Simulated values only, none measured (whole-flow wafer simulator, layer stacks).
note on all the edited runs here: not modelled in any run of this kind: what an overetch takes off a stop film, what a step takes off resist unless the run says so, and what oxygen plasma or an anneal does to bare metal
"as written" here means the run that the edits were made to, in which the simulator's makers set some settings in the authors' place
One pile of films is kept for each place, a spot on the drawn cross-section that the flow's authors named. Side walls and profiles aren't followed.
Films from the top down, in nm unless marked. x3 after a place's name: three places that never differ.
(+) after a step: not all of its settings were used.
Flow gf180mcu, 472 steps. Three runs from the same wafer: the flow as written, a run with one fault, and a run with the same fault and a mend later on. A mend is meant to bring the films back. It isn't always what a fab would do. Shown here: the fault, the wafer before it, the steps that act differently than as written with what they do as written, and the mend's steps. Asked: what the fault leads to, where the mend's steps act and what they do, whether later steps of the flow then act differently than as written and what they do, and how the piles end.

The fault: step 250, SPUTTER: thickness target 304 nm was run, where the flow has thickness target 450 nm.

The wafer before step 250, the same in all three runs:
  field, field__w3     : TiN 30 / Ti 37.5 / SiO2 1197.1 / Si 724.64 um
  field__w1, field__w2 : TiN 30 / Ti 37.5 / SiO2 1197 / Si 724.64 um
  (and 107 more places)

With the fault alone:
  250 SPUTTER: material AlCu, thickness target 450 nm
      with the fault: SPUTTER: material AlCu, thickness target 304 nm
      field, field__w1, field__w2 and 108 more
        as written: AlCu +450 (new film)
        with the fault: AlCu +304 (new film)
  Later steps of the flow that act differently than as written:
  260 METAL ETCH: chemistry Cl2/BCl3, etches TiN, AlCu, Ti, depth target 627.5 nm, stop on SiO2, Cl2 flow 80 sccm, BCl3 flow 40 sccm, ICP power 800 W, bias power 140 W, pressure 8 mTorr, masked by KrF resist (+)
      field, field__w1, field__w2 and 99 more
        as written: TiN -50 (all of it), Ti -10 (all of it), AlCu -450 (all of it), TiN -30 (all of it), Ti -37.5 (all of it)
        with the fault: TiN -50 (all of it), Ti -10 (all of it), AlCu -304 (all of it), TiN -30 (all of it), Ti -37.5 (all of it)
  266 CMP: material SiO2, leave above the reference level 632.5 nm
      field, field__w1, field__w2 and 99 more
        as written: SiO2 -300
        with the fault: SiO2 -446
  At the end the piles differ from the flow's by more than 2% or 0.5 nm, whichever is larger, at field__w4, field__w8, contact and 10 more.
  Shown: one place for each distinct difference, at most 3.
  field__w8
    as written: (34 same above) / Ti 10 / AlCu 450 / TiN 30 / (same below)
    with the fault: (34 same above) / Ti 10 / AlCu 304 / TiN 30 / (same below)
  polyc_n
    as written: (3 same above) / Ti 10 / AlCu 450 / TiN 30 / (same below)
    with the fault: (3 same above) / Ti 10 / AlCu 304 / TiN 30 / (same below)
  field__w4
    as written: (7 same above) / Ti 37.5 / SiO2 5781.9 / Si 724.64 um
    with the fault: (7 same above) / Ti 37.5 / SiO2 5635.9 / Si 724.64 um

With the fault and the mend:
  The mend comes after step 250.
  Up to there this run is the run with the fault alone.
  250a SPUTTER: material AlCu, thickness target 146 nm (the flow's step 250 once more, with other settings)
      field, field__w1, field__w2 and 108 more
        AlCu +146
  No later step of the flow acts differently than as written at any place that is followed.
  At the end the piles are the same as the flow's at every place that both follow.
